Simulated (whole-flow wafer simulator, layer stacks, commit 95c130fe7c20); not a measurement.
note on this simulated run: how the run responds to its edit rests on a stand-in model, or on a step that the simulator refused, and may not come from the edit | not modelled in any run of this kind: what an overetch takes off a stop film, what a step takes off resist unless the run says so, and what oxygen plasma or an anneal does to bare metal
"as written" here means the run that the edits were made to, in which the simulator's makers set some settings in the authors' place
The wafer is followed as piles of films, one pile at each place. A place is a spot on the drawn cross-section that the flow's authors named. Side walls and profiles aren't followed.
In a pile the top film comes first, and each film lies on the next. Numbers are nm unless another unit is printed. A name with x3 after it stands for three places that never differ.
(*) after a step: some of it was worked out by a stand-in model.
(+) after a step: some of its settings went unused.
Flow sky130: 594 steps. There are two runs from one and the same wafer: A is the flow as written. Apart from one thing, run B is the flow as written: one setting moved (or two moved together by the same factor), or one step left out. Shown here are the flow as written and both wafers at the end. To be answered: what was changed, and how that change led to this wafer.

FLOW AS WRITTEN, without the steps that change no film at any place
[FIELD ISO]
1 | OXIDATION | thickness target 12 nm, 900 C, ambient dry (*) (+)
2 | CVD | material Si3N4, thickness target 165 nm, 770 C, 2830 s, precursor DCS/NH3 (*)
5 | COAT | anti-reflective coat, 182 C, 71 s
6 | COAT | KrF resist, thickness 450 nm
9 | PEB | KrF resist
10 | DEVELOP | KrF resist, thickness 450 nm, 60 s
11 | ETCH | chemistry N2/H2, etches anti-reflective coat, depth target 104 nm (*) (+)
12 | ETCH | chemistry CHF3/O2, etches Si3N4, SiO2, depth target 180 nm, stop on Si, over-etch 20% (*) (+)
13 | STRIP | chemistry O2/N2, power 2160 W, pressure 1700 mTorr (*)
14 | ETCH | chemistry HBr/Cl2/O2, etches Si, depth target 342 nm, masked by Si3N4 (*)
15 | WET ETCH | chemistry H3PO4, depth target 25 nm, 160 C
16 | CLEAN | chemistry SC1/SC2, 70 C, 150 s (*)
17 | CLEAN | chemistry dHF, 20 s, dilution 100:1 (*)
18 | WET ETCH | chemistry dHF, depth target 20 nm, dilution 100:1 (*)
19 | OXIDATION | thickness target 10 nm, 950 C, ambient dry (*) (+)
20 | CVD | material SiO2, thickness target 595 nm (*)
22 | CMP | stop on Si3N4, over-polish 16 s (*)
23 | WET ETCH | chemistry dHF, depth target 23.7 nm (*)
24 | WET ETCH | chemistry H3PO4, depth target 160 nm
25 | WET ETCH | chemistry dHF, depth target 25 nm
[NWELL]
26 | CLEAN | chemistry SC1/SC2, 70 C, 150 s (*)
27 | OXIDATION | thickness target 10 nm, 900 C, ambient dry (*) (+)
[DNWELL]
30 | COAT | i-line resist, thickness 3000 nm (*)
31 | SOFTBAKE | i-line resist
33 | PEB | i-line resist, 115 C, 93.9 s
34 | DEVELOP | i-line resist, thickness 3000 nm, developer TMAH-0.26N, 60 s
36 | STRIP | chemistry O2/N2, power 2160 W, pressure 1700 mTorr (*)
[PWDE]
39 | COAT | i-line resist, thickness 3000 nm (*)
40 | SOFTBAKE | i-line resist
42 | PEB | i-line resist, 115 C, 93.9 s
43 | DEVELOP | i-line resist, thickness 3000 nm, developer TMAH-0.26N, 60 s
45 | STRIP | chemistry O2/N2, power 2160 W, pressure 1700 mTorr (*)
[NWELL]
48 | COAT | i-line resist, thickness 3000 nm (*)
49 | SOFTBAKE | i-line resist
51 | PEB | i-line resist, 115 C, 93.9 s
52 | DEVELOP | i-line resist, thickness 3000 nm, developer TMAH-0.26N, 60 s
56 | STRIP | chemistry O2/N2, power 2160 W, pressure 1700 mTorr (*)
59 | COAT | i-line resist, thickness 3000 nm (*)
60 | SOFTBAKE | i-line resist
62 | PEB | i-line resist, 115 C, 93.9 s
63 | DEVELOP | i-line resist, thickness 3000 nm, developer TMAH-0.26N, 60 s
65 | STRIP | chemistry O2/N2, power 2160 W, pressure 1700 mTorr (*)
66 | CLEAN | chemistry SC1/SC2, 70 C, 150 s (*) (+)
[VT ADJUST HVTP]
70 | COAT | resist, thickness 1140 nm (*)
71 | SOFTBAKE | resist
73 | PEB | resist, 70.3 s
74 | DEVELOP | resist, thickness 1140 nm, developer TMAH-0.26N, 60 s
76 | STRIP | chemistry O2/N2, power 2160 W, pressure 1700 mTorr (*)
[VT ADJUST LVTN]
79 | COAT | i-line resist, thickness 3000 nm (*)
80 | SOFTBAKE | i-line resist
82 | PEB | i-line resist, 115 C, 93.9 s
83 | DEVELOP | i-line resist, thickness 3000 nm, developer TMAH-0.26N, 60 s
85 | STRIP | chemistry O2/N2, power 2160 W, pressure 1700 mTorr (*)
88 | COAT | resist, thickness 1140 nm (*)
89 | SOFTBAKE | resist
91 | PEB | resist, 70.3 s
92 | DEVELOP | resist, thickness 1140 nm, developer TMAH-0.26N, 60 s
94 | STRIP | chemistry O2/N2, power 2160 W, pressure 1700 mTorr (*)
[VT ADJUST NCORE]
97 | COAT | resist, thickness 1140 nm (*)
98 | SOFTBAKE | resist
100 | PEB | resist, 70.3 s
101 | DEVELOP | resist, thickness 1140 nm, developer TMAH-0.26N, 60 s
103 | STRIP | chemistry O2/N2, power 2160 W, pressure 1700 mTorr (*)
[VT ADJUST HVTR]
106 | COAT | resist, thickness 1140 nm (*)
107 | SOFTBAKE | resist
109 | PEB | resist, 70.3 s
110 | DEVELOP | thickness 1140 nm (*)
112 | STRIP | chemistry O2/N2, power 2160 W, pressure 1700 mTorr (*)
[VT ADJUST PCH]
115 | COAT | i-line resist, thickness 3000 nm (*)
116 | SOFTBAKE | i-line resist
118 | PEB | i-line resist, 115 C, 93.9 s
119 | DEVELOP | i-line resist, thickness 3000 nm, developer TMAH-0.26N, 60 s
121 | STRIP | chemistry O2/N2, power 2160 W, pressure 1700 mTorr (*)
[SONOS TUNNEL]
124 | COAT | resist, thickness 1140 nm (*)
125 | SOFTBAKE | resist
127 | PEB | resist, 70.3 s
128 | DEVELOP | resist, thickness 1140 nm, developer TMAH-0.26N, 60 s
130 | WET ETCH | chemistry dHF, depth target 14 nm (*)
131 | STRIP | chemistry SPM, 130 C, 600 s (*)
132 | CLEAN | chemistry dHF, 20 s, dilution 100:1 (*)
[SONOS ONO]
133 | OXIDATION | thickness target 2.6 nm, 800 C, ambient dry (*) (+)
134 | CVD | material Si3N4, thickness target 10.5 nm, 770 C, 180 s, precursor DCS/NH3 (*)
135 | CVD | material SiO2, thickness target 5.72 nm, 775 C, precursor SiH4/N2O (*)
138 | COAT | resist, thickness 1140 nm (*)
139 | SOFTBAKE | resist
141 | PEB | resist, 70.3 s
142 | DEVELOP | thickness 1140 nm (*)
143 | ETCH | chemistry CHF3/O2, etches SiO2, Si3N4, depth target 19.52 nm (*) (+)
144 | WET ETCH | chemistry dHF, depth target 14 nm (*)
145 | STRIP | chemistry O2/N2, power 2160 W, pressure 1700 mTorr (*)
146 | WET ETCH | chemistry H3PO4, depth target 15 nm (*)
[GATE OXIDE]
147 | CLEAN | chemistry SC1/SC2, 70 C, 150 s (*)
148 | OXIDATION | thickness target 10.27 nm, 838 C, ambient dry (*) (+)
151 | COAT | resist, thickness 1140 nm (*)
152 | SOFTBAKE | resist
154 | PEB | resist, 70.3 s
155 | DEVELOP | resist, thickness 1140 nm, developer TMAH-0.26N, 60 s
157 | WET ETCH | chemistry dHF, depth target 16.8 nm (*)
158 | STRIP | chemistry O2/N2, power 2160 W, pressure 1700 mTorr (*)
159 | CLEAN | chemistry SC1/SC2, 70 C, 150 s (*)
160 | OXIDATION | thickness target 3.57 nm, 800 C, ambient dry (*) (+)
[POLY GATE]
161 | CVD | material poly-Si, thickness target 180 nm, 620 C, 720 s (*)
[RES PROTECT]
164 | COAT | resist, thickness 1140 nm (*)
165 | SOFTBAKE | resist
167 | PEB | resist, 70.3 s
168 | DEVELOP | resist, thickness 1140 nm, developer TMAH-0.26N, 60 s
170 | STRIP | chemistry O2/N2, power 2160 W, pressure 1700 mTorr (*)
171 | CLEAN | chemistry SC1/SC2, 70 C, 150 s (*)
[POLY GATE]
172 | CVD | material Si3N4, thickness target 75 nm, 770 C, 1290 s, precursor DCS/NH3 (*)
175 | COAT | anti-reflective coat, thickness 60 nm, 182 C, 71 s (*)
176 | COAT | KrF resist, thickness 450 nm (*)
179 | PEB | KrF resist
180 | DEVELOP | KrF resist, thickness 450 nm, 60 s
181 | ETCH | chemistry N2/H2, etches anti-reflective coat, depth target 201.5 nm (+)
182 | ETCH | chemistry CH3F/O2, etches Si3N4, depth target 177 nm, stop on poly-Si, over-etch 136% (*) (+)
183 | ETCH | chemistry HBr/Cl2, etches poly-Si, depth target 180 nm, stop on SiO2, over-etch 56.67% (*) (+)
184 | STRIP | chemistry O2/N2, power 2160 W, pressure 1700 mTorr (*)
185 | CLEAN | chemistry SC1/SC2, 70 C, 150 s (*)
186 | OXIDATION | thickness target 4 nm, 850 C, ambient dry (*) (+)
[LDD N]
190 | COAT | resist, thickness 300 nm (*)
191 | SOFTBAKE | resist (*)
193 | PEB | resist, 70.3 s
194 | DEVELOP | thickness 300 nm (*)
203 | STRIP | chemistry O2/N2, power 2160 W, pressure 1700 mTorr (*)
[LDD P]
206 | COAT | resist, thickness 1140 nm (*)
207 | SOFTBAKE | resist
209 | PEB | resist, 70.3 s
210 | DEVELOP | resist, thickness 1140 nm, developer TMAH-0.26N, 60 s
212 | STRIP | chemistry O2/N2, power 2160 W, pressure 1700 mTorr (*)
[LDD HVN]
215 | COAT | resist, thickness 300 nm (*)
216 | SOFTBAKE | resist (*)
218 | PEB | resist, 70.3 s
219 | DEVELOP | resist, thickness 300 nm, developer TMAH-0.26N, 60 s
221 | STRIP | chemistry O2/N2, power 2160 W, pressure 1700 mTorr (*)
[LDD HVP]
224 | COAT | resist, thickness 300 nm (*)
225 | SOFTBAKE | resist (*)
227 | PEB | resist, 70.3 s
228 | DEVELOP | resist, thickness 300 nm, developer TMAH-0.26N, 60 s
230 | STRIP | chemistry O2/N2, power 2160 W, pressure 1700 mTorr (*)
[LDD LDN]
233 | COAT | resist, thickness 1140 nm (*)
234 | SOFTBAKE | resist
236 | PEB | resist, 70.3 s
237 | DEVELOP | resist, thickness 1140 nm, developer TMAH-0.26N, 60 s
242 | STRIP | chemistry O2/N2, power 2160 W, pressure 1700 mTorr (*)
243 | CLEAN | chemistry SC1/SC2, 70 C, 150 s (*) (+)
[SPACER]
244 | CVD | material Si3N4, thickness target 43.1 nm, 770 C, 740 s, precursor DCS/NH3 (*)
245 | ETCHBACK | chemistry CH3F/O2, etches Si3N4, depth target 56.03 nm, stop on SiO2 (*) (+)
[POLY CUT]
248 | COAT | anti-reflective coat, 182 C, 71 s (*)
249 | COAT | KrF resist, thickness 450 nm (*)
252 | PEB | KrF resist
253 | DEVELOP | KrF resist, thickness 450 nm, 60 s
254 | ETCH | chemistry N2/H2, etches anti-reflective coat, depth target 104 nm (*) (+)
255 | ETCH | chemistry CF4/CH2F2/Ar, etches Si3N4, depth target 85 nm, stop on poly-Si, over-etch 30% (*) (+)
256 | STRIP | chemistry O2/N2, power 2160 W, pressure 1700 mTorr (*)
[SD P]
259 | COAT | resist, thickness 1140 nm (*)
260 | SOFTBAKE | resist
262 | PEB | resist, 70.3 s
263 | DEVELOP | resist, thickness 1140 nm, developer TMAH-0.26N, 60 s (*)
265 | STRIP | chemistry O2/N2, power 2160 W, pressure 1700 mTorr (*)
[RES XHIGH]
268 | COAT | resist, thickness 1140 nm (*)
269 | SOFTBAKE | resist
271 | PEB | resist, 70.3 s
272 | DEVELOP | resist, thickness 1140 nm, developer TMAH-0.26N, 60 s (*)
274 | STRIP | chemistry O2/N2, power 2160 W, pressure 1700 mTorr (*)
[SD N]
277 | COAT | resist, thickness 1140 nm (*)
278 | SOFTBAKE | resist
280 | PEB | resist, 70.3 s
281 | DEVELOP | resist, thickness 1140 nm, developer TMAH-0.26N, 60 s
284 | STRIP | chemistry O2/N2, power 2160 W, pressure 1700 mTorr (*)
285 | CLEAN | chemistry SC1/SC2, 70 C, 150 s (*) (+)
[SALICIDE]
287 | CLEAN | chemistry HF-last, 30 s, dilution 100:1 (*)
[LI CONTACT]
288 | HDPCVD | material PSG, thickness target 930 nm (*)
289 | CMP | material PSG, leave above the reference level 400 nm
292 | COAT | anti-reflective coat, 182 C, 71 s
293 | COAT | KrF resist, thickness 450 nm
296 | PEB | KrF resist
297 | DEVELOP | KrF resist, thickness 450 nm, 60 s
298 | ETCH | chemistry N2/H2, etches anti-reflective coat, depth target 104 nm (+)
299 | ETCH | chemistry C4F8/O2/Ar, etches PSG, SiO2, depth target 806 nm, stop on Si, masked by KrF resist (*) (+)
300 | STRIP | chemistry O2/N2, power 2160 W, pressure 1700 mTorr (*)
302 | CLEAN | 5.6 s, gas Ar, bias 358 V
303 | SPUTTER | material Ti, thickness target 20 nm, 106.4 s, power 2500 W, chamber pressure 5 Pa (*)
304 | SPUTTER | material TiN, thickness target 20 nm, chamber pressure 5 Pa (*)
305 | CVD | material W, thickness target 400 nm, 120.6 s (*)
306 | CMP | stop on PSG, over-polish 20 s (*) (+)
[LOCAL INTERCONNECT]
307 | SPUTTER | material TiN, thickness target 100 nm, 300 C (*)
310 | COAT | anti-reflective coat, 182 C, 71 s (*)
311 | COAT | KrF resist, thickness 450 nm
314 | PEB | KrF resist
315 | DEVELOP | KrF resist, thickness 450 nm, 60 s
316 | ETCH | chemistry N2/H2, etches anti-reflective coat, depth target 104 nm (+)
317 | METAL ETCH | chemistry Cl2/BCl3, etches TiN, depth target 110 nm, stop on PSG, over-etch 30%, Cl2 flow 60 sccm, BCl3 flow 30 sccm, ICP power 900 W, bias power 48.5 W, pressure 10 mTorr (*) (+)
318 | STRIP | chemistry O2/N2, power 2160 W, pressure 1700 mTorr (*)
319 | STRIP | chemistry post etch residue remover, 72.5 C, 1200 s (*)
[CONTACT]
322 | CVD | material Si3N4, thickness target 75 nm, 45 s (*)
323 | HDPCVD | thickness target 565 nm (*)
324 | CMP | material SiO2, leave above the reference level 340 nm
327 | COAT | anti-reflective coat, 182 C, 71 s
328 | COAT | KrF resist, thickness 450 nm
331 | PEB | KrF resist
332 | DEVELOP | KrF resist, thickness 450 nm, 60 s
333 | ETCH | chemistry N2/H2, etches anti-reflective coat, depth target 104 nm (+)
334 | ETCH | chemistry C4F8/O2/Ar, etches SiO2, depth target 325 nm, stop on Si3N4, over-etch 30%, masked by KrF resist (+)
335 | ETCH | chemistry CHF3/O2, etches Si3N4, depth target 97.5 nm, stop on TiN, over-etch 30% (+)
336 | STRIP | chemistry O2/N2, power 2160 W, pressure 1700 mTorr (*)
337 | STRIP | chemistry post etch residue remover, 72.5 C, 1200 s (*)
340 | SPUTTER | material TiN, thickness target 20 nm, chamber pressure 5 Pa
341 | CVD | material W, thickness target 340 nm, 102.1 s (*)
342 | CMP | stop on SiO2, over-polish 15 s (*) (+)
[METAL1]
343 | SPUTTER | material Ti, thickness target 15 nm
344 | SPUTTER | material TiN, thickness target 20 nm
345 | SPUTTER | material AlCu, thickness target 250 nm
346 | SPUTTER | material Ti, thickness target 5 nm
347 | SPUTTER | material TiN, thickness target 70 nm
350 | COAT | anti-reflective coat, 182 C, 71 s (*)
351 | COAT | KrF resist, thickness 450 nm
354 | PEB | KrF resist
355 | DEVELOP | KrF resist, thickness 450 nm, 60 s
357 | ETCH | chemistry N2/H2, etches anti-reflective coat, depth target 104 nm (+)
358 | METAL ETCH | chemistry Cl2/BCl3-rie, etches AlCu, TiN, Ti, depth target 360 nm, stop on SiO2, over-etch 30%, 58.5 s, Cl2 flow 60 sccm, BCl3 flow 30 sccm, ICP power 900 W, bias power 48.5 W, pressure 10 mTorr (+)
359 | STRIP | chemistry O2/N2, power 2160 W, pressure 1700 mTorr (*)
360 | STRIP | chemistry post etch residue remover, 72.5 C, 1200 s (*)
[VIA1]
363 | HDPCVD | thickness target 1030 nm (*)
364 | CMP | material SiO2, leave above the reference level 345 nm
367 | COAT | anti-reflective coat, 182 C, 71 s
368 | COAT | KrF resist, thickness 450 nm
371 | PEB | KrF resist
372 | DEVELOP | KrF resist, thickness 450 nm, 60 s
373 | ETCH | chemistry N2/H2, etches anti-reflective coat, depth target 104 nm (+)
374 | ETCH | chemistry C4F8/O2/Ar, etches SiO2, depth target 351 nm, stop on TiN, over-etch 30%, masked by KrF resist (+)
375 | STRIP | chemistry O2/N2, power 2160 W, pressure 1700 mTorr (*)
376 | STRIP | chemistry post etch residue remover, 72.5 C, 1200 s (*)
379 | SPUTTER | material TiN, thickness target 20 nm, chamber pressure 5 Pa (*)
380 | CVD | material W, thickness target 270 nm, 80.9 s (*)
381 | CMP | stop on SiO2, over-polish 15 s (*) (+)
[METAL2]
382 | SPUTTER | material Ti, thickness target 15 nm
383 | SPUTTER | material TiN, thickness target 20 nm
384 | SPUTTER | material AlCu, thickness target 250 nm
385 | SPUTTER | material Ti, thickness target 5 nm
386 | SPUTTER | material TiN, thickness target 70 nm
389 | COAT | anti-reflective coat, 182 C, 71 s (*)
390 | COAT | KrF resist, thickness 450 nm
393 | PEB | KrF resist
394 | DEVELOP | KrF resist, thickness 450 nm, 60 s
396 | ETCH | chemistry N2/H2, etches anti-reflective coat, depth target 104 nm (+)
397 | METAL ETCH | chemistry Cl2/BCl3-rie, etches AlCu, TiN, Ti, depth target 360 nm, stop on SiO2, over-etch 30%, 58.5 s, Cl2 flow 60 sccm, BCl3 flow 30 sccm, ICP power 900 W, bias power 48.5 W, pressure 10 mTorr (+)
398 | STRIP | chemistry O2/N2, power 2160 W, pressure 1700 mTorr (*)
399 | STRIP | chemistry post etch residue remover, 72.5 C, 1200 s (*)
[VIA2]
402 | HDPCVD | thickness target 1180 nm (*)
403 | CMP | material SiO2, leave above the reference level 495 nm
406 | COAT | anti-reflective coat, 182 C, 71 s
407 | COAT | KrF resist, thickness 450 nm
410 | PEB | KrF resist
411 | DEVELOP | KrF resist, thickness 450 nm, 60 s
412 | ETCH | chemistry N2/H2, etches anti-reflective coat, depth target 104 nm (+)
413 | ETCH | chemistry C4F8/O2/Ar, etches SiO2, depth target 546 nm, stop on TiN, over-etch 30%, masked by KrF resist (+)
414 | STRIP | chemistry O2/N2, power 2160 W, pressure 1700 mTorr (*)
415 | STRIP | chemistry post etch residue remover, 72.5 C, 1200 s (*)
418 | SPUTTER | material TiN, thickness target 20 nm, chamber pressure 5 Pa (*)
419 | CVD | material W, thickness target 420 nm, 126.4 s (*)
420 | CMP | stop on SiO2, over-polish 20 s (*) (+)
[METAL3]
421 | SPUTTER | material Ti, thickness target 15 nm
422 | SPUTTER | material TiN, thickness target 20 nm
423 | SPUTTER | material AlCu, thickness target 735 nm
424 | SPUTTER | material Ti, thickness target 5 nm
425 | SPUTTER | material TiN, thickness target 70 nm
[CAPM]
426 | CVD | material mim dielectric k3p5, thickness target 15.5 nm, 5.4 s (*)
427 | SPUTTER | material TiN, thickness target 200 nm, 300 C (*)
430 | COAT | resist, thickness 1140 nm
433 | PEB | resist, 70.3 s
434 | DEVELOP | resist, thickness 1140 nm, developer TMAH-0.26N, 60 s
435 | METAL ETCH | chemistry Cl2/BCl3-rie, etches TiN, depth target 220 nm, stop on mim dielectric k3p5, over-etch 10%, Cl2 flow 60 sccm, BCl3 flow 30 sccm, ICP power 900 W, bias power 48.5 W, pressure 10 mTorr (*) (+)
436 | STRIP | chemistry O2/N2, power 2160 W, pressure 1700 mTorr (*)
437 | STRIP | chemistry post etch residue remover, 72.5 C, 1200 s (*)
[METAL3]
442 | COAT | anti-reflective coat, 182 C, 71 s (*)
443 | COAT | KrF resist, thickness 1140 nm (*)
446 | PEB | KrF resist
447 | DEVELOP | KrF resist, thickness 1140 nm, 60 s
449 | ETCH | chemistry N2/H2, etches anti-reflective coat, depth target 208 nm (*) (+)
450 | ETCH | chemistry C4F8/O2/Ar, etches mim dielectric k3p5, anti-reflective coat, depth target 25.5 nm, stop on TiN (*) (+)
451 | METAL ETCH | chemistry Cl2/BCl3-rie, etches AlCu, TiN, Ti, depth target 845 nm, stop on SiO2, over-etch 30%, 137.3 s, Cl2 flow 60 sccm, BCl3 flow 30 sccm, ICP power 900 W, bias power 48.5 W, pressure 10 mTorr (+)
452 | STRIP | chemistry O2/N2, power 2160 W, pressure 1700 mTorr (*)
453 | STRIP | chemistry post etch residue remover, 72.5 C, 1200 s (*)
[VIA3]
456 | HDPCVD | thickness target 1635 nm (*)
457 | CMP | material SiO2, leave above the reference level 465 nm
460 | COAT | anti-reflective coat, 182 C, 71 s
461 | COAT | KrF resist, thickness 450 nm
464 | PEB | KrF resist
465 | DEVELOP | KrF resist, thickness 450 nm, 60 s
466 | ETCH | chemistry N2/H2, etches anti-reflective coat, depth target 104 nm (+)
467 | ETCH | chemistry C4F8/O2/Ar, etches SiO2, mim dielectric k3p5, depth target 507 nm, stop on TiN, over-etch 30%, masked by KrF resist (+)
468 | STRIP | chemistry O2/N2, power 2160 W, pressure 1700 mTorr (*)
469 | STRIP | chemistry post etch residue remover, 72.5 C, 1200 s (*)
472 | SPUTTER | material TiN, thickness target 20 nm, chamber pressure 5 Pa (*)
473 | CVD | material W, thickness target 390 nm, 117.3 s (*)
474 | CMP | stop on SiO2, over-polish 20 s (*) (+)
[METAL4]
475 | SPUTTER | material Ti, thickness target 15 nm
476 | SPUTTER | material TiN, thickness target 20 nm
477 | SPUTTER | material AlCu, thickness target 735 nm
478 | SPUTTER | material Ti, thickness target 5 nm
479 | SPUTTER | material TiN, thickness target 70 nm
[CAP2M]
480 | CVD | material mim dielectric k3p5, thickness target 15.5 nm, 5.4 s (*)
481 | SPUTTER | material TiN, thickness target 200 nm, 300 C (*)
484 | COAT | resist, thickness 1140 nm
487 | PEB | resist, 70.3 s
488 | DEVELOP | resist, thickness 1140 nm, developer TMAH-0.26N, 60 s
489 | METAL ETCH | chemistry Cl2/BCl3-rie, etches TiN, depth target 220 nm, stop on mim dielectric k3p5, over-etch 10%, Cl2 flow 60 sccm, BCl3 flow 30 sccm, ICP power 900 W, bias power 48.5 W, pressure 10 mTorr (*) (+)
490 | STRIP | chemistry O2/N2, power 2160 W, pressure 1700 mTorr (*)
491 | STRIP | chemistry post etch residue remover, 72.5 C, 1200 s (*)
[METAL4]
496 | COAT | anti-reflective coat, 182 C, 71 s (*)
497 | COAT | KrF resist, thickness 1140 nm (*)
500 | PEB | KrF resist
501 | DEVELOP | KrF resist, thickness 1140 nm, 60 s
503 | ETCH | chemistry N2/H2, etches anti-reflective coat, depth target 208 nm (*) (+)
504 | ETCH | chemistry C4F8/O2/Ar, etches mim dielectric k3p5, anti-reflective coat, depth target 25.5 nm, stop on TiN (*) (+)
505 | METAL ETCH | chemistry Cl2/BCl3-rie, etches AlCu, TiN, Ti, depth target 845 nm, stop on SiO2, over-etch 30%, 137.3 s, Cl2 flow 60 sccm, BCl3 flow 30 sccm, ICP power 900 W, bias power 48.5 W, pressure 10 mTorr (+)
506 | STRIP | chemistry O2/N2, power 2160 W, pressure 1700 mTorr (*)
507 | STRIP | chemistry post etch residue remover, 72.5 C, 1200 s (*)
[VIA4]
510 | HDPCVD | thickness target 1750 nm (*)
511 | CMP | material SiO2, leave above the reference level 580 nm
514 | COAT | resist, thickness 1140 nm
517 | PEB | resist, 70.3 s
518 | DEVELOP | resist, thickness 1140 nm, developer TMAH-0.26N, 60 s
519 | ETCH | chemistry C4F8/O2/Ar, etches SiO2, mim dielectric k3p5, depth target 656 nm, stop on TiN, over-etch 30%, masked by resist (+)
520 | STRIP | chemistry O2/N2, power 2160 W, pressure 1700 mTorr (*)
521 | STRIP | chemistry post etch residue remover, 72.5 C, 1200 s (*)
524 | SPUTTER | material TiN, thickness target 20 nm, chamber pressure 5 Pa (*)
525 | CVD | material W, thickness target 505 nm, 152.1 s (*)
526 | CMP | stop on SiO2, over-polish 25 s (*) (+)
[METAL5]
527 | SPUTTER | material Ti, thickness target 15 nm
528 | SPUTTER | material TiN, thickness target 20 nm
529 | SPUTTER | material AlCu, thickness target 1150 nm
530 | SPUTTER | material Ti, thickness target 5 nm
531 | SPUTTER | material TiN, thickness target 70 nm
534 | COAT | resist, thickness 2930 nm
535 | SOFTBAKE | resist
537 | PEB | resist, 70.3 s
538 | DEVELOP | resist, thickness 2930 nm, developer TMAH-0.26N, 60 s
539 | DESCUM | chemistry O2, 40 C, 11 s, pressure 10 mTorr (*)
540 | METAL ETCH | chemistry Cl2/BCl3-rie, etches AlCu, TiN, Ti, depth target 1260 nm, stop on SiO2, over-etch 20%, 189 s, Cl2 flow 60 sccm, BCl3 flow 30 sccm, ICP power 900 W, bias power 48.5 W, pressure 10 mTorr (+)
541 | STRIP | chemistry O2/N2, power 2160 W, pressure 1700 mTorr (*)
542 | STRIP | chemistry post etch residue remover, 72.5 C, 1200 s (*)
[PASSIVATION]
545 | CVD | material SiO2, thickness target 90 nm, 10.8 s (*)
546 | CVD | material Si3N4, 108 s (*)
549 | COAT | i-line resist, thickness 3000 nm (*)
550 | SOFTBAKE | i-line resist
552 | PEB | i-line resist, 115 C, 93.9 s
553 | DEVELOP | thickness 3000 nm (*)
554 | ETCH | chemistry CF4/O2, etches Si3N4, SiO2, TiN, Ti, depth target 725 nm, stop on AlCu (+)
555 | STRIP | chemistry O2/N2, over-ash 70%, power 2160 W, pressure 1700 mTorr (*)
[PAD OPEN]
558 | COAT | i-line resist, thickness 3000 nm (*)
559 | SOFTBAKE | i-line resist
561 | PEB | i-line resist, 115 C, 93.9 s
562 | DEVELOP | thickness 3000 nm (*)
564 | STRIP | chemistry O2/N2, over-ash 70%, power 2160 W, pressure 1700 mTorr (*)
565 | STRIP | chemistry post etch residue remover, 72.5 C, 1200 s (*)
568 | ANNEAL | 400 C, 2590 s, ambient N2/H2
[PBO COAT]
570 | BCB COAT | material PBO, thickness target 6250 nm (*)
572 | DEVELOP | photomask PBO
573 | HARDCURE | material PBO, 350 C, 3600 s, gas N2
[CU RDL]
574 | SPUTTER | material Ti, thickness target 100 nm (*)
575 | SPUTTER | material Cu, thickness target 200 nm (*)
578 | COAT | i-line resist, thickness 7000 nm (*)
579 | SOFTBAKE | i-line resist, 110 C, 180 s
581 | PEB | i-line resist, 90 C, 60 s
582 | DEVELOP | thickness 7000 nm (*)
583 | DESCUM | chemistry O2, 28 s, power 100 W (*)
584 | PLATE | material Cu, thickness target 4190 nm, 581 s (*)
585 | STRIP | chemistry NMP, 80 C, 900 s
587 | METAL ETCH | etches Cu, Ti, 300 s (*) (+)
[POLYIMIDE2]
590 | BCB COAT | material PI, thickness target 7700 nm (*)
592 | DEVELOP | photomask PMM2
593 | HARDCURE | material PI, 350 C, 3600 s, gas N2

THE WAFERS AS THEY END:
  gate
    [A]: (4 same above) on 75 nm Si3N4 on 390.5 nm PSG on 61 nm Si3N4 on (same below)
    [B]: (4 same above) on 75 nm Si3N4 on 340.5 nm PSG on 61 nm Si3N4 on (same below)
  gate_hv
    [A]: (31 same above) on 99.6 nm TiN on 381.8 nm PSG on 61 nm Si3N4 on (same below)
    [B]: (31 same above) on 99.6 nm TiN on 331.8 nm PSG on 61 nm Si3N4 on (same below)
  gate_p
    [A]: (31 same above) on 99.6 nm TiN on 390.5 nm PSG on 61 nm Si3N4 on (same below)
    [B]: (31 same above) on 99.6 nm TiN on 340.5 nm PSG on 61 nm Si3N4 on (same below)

Cause: step 289, CMP: leave above the reference level 350 nm was run, though the flow has leave above the reference level 400 nm.

The path from the change to this, step by step:
  289 | CMP | material PSG, leave above the reference level 400 nm
      gate, spacer, gate_p and 34 more: A -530 PSG | B -580 PSG
      mim, vpp_sp, vpp_ln and 30 more: A -333.9 PSG | B -383.9 PSG
      (also at 122 further places)
  299 | ETCH | chemistry C4F8/O2/Ar, etches PSG, SiO2, depth target 806 nm, stop on Si, masked by KrF resist (*) (+)
      contact, ndiff_licon, ndiff_licon_cpp: A -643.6 PSG (all of it), -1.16 SiO2 (all of it) | B -593.6 PSG (all of it), -1.16 SiO2 (all of it)
      poly_licon, rpo_hd_licon: A -411.7 PSG (all of it) | B -361.7 PSG (all of it)
  303 | SPUTTER | material Ti, thickness target 20 nm, 106.4 s, power 2500 W, chamber pressure 5 Pa (*)
      ndiff_licon: A +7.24 Ti (new film) | B +7.85 Ti (new film)
      ndiff_licon_cpp: A +6.53 Ti (new film) | B +7.06 Ti (new film)
      (also at 1 further place)
  304 | SPUTTER | material TiN, thickness target 20 nm, chamber pressure 5 Pa (*)
      ndiff_licon: A +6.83 TiN (new film) | B +7.43 TiN (new film)
      ndiff_licon_cpp: A +6.17 TiN (new film) | B +6.7 TiN (new film)
      (also at 1 further place)
  305 | CVD | material W, thickness target 400 nm, 120.6 s (*)
      ndiff_licon: A +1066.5 W (new film) | B +1015.3 W (new film)
      ndiff_licon_cpp: A +1067.9 W (new film) | B +1016.9 W (new film)
      (also at 1 further place)
  306 | CMP | stop on PSG, over-polish 20 s (*) (+)
      poly_licon: A -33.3 W | B -83.3 W
